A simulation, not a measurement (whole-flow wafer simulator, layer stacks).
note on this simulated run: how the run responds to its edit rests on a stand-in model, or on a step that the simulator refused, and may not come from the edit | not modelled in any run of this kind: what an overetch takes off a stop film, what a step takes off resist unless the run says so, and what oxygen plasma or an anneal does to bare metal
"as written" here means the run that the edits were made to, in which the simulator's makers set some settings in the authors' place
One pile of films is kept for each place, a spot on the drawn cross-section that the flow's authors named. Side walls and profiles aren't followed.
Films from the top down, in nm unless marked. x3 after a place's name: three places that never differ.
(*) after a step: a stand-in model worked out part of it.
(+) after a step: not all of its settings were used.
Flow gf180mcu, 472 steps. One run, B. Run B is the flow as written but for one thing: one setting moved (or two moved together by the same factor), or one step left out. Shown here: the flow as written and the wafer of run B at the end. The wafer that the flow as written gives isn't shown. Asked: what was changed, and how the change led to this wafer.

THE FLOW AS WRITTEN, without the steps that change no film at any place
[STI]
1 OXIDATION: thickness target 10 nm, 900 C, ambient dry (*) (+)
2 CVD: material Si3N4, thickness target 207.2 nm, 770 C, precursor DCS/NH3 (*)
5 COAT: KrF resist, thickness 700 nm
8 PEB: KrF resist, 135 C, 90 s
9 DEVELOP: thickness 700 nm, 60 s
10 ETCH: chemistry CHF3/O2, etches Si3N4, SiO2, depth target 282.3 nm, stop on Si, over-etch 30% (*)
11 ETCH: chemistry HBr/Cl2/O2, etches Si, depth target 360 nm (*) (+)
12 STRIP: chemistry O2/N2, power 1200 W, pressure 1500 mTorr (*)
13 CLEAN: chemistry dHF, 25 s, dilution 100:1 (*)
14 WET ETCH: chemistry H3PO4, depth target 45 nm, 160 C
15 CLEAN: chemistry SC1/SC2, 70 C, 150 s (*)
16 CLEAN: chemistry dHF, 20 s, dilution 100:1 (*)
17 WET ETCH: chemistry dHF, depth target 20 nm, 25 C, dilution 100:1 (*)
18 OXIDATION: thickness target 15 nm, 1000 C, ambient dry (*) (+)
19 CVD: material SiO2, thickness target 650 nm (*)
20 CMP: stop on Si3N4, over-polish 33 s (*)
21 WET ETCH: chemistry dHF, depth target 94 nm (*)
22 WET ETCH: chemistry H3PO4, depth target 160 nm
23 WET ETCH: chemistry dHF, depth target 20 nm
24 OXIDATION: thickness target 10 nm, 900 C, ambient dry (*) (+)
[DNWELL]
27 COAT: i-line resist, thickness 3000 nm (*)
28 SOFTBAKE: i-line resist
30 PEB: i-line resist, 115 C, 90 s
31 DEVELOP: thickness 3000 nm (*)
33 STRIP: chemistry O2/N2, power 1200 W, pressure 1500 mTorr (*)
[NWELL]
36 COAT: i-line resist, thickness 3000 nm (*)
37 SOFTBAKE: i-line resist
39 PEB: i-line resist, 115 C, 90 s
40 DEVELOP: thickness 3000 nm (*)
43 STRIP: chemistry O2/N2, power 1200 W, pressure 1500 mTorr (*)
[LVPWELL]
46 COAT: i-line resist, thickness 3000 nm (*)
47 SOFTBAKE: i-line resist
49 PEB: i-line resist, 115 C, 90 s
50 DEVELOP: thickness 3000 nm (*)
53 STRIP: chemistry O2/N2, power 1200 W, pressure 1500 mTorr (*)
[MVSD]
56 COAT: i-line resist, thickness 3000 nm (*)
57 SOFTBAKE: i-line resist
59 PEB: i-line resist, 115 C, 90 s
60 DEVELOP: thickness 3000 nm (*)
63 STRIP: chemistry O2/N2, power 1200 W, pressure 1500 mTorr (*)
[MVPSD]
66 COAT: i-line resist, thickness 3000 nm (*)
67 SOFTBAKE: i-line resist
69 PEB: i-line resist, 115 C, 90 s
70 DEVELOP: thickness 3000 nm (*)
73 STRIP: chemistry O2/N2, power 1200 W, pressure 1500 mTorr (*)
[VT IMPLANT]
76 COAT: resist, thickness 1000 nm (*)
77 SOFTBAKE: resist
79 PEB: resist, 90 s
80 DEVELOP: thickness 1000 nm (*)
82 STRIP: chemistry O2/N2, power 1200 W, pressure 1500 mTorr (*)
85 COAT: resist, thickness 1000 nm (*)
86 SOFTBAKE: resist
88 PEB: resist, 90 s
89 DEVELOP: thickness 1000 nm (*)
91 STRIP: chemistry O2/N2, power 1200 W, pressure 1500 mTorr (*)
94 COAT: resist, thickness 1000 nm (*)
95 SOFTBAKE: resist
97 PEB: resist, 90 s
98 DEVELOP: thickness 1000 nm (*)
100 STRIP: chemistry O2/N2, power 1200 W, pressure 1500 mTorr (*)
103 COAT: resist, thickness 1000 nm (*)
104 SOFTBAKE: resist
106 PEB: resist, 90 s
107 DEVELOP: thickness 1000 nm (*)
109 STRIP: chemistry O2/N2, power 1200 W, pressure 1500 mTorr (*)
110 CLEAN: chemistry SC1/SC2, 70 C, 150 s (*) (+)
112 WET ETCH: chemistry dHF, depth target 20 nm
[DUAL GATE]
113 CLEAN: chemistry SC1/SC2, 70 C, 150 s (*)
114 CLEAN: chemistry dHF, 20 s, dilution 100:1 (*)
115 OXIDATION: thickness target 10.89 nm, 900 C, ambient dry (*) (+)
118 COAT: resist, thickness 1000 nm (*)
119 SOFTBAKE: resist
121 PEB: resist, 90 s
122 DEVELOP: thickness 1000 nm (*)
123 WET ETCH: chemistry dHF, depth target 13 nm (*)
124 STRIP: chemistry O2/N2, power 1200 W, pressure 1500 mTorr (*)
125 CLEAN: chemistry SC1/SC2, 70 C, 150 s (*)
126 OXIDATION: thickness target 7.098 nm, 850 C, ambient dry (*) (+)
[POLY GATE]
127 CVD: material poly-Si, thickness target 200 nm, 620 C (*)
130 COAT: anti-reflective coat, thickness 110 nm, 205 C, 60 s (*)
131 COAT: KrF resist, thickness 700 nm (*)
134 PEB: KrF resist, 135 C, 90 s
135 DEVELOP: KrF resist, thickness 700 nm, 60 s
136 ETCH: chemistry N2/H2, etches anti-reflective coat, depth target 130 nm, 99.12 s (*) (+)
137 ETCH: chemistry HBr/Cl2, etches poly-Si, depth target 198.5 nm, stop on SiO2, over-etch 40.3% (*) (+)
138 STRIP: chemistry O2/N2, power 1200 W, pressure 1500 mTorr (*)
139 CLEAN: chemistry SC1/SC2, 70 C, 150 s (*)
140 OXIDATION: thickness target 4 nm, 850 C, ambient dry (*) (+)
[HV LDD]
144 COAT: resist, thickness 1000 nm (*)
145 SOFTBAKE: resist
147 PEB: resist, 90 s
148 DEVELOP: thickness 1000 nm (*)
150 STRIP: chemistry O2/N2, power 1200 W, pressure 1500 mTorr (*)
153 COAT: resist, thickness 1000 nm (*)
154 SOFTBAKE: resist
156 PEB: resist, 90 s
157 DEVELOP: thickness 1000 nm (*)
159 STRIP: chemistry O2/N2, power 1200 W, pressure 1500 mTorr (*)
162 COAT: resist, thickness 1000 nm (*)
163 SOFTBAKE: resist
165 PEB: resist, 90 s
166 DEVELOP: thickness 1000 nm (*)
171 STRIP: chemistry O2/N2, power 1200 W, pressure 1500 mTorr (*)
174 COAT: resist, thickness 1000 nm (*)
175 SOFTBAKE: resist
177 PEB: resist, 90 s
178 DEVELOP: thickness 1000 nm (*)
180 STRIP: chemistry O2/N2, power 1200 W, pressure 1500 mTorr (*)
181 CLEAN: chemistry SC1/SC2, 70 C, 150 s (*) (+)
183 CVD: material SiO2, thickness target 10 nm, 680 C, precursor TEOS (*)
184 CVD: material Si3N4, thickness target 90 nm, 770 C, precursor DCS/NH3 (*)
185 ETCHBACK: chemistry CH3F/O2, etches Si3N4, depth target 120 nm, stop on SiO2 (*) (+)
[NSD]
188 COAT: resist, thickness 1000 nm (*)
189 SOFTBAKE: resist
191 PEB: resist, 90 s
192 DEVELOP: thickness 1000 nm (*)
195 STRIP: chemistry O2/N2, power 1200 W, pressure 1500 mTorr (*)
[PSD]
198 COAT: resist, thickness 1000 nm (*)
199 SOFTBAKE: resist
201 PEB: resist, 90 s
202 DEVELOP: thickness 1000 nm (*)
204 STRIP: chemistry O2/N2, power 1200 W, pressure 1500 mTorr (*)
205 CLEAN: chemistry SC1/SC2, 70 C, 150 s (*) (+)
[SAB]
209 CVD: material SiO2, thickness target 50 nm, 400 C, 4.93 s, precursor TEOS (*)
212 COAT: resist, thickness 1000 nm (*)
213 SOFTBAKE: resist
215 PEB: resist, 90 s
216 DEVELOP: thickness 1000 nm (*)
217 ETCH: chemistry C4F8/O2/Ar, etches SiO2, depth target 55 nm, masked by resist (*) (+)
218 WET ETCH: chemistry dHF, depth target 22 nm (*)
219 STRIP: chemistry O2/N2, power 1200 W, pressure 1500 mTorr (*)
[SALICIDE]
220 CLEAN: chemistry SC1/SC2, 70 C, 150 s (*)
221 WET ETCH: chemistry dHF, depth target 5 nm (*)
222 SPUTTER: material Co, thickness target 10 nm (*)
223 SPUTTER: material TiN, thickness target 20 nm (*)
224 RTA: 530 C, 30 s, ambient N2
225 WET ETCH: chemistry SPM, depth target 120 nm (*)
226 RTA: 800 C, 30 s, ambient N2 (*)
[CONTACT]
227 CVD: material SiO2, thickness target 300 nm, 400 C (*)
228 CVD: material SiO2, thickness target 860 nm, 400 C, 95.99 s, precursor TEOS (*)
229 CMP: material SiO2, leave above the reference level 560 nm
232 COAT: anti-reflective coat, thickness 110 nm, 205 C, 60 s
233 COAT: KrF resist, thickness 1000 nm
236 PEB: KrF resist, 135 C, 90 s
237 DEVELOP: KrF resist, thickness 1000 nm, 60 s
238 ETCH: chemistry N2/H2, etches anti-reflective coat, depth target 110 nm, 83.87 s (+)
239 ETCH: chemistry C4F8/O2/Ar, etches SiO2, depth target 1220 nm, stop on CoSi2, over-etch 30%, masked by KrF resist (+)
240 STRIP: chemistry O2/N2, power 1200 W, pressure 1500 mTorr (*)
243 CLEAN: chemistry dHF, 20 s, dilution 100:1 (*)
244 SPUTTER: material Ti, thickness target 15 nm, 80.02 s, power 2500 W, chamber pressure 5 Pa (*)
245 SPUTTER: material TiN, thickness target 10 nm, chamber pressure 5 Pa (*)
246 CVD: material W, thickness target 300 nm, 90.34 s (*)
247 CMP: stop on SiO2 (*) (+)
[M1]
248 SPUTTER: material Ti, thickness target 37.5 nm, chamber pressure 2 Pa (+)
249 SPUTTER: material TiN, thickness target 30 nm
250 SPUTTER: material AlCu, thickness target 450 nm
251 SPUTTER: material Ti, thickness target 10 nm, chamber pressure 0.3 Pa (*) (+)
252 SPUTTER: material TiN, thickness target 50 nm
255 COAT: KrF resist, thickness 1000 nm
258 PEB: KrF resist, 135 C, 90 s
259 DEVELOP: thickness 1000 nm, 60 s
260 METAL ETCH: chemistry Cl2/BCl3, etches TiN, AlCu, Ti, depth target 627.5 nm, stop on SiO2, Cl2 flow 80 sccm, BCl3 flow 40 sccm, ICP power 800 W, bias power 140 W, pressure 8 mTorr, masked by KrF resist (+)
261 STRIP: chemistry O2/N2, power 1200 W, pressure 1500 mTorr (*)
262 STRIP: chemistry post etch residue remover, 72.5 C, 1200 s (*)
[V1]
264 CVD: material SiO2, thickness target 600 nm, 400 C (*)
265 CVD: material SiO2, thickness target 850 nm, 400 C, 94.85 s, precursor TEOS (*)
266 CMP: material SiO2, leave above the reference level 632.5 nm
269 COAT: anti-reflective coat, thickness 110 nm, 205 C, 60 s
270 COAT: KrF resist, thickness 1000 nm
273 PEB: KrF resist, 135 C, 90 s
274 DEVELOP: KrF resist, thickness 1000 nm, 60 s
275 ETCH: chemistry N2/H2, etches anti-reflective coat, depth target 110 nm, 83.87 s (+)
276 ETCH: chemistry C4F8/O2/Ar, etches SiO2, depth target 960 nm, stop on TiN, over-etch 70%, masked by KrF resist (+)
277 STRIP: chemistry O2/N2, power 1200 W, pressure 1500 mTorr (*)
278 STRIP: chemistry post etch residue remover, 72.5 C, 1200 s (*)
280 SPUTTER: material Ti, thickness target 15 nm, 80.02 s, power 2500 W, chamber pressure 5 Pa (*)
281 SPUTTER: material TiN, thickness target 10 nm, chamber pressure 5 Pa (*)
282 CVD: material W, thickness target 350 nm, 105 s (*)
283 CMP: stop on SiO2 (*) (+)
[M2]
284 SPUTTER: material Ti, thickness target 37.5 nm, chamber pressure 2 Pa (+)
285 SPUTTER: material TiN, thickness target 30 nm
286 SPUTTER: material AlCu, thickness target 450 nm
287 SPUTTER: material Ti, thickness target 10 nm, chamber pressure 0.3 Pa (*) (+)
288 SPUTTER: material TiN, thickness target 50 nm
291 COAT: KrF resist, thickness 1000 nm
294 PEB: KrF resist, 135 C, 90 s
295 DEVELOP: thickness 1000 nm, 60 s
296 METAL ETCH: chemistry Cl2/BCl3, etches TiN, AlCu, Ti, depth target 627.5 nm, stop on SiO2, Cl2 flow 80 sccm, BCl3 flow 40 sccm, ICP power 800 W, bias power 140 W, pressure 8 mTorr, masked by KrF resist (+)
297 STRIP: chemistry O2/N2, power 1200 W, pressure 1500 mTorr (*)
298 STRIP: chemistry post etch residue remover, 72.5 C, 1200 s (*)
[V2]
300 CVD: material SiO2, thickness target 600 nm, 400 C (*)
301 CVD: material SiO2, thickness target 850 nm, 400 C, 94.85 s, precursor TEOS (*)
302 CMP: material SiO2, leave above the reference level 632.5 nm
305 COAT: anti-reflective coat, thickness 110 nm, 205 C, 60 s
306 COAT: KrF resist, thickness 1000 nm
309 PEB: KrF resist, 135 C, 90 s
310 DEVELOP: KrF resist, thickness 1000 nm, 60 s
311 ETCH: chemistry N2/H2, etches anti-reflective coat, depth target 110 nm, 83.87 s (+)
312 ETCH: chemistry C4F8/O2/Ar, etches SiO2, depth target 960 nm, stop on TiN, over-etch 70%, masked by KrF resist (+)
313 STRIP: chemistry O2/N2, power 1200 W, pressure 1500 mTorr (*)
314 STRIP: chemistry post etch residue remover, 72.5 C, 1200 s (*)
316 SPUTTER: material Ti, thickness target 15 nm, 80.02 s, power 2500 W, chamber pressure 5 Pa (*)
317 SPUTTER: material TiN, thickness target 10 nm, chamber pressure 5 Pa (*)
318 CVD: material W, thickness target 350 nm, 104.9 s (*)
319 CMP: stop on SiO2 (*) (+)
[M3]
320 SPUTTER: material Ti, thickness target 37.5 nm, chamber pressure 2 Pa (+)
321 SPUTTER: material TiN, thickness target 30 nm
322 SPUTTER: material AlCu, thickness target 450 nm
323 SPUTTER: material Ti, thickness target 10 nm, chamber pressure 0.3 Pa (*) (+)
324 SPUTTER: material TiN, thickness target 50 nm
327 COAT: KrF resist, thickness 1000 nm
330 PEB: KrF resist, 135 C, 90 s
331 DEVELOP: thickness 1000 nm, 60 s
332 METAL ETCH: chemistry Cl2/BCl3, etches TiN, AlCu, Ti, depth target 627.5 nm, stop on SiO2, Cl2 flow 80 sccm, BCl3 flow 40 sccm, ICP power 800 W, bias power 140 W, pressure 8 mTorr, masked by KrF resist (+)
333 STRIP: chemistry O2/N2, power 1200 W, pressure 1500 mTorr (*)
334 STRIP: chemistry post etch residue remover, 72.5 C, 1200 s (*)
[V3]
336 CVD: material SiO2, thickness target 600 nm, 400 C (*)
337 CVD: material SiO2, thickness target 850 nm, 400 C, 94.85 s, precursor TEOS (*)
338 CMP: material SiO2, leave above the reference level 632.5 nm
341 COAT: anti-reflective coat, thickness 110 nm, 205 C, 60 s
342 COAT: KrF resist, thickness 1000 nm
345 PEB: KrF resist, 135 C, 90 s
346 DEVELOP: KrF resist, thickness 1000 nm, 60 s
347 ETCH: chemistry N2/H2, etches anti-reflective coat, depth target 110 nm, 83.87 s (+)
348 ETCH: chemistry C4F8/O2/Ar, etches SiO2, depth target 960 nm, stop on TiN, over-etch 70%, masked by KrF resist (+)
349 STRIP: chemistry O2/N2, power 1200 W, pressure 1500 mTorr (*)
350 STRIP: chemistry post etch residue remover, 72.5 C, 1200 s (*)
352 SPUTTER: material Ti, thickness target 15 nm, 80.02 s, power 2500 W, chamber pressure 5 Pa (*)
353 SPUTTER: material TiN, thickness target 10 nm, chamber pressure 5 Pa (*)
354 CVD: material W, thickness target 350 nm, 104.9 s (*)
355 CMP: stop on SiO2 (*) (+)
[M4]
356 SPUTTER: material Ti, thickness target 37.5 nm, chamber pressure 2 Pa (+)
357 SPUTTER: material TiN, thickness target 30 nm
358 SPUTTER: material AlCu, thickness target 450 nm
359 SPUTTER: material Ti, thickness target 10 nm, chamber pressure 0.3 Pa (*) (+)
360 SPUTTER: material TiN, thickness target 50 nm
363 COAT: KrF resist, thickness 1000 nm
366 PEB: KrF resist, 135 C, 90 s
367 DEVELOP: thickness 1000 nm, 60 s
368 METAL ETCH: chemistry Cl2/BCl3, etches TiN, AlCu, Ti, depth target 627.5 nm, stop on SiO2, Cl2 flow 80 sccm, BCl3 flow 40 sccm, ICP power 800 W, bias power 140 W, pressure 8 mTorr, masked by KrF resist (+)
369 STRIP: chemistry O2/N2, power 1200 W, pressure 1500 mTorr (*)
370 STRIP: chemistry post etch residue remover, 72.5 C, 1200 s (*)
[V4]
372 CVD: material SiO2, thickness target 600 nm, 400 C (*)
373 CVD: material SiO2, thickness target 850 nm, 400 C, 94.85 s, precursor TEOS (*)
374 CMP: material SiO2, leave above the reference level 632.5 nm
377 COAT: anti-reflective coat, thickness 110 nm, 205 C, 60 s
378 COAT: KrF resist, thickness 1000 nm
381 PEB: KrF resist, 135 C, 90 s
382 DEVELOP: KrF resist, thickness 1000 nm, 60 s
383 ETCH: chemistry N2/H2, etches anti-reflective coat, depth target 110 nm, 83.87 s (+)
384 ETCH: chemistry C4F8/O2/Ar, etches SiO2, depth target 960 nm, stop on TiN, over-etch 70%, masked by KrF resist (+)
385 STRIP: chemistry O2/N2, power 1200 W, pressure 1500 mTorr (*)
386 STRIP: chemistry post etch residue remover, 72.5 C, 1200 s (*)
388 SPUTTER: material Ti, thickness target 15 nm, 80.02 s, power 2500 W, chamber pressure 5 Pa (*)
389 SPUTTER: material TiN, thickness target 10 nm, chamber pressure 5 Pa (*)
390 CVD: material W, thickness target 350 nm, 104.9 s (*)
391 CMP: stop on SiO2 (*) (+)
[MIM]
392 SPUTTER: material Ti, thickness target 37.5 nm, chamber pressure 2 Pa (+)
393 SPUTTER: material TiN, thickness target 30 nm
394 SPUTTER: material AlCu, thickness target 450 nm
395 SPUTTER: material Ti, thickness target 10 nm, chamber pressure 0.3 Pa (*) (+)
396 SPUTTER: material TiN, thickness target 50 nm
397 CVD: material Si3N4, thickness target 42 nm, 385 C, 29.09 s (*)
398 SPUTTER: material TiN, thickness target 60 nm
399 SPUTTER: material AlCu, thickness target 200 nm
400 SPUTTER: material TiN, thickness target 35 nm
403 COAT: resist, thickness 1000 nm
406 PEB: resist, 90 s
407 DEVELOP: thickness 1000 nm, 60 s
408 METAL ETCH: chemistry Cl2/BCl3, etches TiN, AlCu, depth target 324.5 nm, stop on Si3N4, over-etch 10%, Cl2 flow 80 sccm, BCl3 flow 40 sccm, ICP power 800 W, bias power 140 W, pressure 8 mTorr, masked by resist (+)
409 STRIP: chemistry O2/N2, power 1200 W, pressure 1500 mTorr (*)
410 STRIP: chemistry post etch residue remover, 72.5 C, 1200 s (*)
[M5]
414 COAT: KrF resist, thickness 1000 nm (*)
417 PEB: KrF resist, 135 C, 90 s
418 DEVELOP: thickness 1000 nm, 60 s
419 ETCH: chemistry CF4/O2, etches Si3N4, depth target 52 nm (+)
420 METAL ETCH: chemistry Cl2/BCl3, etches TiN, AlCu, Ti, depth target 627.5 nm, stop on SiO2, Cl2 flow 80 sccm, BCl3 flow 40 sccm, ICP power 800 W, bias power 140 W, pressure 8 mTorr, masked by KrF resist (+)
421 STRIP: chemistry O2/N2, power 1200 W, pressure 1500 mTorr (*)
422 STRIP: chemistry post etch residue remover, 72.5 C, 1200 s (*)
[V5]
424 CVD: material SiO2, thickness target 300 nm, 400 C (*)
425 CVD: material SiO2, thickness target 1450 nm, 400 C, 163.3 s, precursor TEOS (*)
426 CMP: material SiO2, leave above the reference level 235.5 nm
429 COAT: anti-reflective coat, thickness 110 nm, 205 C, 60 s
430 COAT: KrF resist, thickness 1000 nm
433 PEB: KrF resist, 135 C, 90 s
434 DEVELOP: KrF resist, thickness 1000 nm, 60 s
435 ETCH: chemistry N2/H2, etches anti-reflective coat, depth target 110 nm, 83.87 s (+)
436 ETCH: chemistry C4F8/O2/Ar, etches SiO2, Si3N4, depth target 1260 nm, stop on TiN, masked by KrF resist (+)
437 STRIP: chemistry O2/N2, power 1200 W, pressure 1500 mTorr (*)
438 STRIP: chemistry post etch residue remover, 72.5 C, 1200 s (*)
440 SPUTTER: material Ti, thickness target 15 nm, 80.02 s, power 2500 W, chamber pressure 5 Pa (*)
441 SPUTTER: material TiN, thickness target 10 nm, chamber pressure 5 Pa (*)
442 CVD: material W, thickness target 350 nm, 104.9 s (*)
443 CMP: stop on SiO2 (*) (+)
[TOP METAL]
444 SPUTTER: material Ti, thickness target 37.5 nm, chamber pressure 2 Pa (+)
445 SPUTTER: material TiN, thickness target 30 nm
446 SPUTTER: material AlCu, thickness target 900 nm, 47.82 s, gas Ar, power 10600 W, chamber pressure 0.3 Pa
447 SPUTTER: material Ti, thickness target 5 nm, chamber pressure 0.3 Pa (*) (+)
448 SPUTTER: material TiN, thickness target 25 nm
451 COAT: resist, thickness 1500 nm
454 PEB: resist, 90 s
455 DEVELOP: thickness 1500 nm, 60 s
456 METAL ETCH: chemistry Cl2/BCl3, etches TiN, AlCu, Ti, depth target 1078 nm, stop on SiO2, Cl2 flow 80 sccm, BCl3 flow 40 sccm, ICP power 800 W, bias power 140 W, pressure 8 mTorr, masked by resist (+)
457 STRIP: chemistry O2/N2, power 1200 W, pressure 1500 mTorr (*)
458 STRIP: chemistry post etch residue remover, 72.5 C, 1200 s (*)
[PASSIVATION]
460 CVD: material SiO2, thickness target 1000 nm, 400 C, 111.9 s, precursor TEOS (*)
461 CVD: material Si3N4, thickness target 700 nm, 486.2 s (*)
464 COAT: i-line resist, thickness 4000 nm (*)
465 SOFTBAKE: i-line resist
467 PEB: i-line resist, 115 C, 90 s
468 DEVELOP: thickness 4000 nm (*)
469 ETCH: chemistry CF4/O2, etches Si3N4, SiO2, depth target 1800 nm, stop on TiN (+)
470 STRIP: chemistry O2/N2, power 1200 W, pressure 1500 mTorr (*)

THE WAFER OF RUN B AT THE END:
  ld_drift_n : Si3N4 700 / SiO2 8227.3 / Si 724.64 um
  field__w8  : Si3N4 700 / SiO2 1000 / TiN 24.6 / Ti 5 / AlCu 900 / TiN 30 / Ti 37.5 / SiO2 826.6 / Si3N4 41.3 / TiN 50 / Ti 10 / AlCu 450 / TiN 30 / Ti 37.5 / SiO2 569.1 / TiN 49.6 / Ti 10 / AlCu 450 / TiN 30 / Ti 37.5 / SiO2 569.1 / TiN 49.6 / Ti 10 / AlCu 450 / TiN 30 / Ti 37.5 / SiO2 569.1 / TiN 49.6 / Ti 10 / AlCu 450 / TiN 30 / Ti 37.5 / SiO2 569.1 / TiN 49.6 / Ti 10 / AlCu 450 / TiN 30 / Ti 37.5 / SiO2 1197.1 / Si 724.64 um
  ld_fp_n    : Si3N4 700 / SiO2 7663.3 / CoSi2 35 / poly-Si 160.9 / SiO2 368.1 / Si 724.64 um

The cause: step 23, WET ETCH: depth target 30 nm was run, where the flow has depth target 20 nm.

How the change led to this, step by step:
  23 WET ETCH: chemistry dHF, depth target 20 nm
      field, field_sub, sti and 34 more: SiO2 -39 (as written it would be: SiO2 -26)
  28 SOFTBAKE: i-line resist
      nw_enc_fld: i-line resist +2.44 (as written it would be: i-line resist -1.52)
      field: i-line resist +1.87 (as written it would be: i-line resist +3.04)
      (and at 46 more places)
  37 SOFTBAKE: i-line resist
      nw_enc_fld: i-line resist +2.44 (as written it would be: i-line resist -1.52)
      field: i-line resist +1.87 (as written it would be: i-line resist +3.04)
      (and at 46 more places)
  47 SOFTBAKE: i-line resist
      nw_enc_fld: i-line resist +2.44 (as written it would be: i-line resist -1.52)
      field: i-line resist +1.87 (as written it would be: i-line resist +3.04)
      (and at 46 more places)
  57 SOFTBAKE: i-line resist
      nw_enc_fld: i-line resist +2.44 (as written it would be: i-line resist -1.52)
      field: i-line resist +1.87 (as written it would be: i-line resist +3.04)
      (and at 46 more places)
  67 SOFTBAKE: i-line resist
      nw_enc_fld: i-line resist +2.44 (as written it would be: i-line resist -1.52)
      field: i-line resist +1.87 (as written it would be: i-line resist +3.04)
      (and at 46 more places)
  130 COAT: anti-reflective coat, thickness 110 nm, 205 C, 60 s (*)
      p_well, spacer, sd_n: anti-reflective coat +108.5 (new film) (as written it would be: anti-reflective coat +121 (new film))
      field__w1: anti-reflective coat +107.2 (new film) (as written it would be: anti-reflective coat +99.6 (new film))
      (and at 71 more places)
  136 ETCH: chemistry N2/H2, etches anti-reflective coat, depth target 130 nm, 99.12 s (*) (+)
      p_well, spacer, sd_n: anti-reflective coat -108.5 (all of it), poly-Si -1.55 (as written it would be: anti-reflective coat -121 (all of it), poly-Si -1.23)
      field__w1: anti-reflective coat -107.2 (all of it), poly-Si -1.58 (as written it would be: anti-reflective coat -99.6 (all of it), poly-Si -1.78)
      (and at 50 more places)
  138 STRIP: chemistry O2/N2, power 1200 W, pressure 1500 mTorr (*)
      gate: chemical SiO2 +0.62 (new film), KrF resist -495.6 (all of it), anti-reflective coat -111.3 (all of it), poly-Si -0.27 (as written it would be: chemical SiO2 +0.62 (new film), KrF resist -496.5 (all of it), anti-reflective coat -117 (all of it), poly-Si -0.27)
      gate_hv: chemical SiO2 +0.62 (new film), KrF resist -493.1 (all of it), anti-reflective coat -106.6 (all of it), poly-Si -0.27 (as written it would be: chemical SiO2 +0.62 (new film), KrF resist -495.3 (all of it), anti-reflective coat -109.8 (all of it), poly-Si -0.27)
      (and at 19 more places)
  144 COAT: resist, thickness 1000 nm (*)
      field__w6: resist +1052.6 (new film) (as written it would be: resist +1022.5 (new film))
  145 SOFTBAKE: resist
      field: resist +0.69 (as written it would be: nothing)
      nw_enc_fld_lv__w3: resist -0.38 (as written it would be: resist +0.39)
      (and at 1 more place)
  147 PEB: resist, 90 s
      field__w6: resist -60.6 (as written it would be: resist -58.6)
  150 STRIP: chemistry O2/N2, power 1200 W, pressure 1500 mTorr (*)
      field__w6: resist -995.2 (all of it) (as written it would be: resist -965.9 (all of it))
  153 COAT: resist, thickness 1000 nm (*)
      field__w6: resist +1052.6 (new film) (as written it would be: resist +1022.5 (new film))
  154 SOFTBAKE: resist
      field: resist +0.69 (as written it would be: nothing)
      nw_enc_fld_lv__w3: resist -0.38 (as written it would be: resist +0.39)
      (and at 1 more place)
  156 PEB: resist, 90 s
      field__w6: resist -60.6 (as written it would be: resist -58.6)
  ... 15 more steps ...
  229 CMP: material SiO2, leave above the reference level 560 nm
      ldn_sep__w1, ldn_sep__w2, ldn_dft and 8 more: SiO2 -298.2 (as written it would be: SiO2 -311.1)
      sti, mim_1p0, pad, dice_street, iso_nw_fld, iso_fld_sub: SiO2 -284 (as written it would be: SiO2 -297)
      (and at 50 more places)
